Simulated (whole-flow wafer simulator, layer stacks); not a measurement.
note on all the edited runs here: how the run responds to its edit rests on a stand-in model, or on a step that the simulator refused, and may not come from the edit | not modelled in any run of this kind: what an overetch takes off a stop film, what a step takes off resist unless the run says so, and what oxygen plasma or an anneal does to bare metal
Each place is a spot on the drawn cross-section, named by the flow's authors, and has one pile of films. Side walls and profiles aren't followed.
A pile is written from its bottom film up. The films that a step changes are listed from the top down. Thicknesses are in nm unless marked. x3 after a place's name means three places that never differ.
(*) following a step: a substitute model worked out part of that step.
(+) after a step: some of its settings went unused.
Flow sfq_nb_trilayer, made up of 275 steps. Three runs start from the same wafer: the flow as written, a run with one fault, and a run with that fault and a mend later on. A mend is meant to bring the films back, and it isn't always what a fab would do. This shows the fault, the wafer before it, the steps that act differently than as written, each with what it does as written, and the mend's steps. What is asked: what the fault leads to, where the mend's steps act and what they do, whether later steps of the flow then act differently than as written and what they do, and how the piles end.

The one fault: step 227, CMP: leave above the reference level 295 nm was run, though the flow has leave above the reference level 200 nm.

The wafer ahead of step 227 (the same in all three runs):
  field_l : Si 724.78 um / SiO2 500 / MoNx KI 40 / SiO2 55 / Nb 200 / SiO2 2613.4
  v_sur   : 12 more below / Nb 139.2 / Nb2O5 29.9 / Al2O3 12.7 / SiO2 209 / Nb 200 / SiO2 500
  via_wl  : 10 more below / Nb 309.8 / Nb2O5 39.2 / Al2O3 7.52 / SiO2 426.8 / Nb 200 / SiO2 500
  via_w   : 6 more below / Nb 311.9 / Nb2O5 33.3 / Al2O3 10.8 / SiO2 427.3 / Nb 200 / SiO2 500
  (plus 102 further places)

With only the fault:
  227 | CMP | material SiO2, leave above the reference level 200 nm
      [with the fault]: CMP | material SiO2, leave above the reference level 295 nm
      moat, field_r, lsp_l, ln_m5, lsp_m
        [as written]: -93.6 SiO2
        [with the fault]: nothing
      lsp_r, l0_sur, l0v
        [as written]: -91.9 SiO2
        [with the fault]: nothing
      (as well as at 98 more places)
  Later steps of the flow acting differently than as written (not shown: 7 more steps that differ only slightly, by at most 2% or 0.5 nm, whichever is larger):
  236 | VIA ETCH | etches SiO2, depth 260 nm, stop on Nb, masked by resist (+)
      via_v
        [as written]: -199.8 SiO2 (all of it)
        [with the fault]: -260 SiO2
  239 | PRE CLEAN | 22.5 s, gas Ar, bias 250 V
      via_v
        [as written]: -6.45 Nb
        [with the fault]: -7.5 SiO2
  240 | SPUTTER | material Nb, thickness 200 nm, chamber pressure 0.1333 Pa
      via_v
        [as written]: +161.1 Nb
        [with the fault]: +146.9 Nb (new film)
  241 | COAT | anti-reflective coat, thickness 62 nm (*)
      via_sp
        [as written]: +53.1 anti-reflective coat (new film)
        [with the fault]: +50 anti-reflective coat (new film)
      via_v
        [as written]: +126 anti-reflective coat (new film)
        [with the fault]: +129.4 anti-reflective coat (new film)
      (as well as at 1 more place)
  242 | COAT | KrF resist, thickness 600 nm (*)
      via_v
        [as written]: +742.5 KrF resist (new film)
        [with the fault]: +801.5 KrF resist (new film)
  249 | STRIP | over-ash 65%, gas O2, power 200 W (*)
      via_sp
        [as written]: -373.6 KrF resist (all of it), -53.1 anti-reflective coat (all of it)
        [with the fault]: -369.5 KrF resist (all of it), -50 anti-reflective coat (all of it)
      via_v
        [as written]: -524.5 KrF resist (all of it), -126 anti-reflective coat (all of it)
        [with the fault]: -583.4 KrF resist (all of it), -129.4 anti-reflective coat (all of it)
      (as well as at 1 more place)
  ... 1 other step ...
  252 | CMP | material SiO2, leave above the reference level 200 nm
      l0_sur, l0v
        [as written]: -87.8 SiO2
        [with the fault]: -84.8 SiO2
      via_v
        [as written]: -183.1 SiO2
        [with the fault]: -157.1 SiO2
  At field_l, v_sur, via_wl and 103 more, the piles at the end differ from the flow's by more than 2% or 0.5 nm, whichever is larger.
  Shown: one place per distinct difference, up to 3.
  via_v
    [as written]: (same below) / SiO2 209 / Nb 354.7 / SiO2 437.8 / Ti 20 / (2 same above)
    [with the fault]: (same below) / SiO2 209 / Nb 200 / SiO2 27.3 / Nb 146.9 / SiO2 513.3 / Ti 20 / (2 same above)
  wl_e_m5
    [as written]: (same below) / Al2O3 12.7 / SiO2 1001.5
    [with the fault]: (same below) / Al2O3 12.7 / SiO2 1096.5
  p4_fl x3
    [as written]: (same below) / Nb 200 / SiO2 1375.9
    [with the fault]: (same below) / Nb 200 / SiO2 1470.9

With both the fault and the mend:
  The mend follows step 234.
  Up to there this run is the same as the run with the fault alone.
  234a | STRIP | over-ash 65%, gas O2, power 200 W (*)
      field_l, v_sur, via_wl and 83 more
        -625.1 KrF resist (all of it), -62 anti-reflective coat (all of it)
      gap, jj_sur, ce_l, c5j, ce_r, sp_r, be_r, r_sur
        -625 KrF resist (all of it), -62 anti-reflective coat (all of it)
      lsp_l, ln_m5
        -625.5 KrF resist (all of it), -62.1 anti-reflective coat (all of it)
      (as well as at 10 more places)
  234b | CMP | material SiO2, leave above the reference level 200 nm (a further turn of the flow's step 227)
      field_l, v_sur, via_wl and 95 more
        -95 SiO2
      moat, field_r, lsp_l, ln_m5, lsp_m
        -93.6 SiO2
      lsp_r, l0_sur, l0v
        -91.9 SiO2
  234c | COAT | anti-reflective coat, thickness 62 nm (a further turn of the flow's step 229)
      field_l, v_sur, via_wl and 103 more
        +62 anti-reflective coat (new film)
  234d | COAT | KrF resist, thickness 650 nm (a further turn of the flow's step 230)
      field_l, v_sur, via_wl and 103 more
        +650 KrF resist (new film)
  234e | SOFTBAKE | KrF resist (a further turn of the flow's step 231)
      alters no film at any place that is followed
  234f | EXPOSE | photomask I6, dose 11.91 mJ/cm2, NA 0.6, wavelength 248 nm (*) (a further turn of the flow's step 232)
      alters no film at any place that is followed
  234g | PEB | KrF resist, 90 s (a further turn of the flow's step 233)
      field_l, v_sur, via_wl and 103 more
        -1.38 KrF resist
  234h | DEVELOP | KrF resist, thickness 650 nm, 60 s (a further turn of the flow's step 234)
      field_l, v_sur, via_wl and 102 more
        -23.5 KrF resist
      via_v
        -648.6 KrF resist (all of it)
  Every later step of the flow that is run acts as written at every place that is followed.
  At every place that both follow, the piles at the end match the flow's.
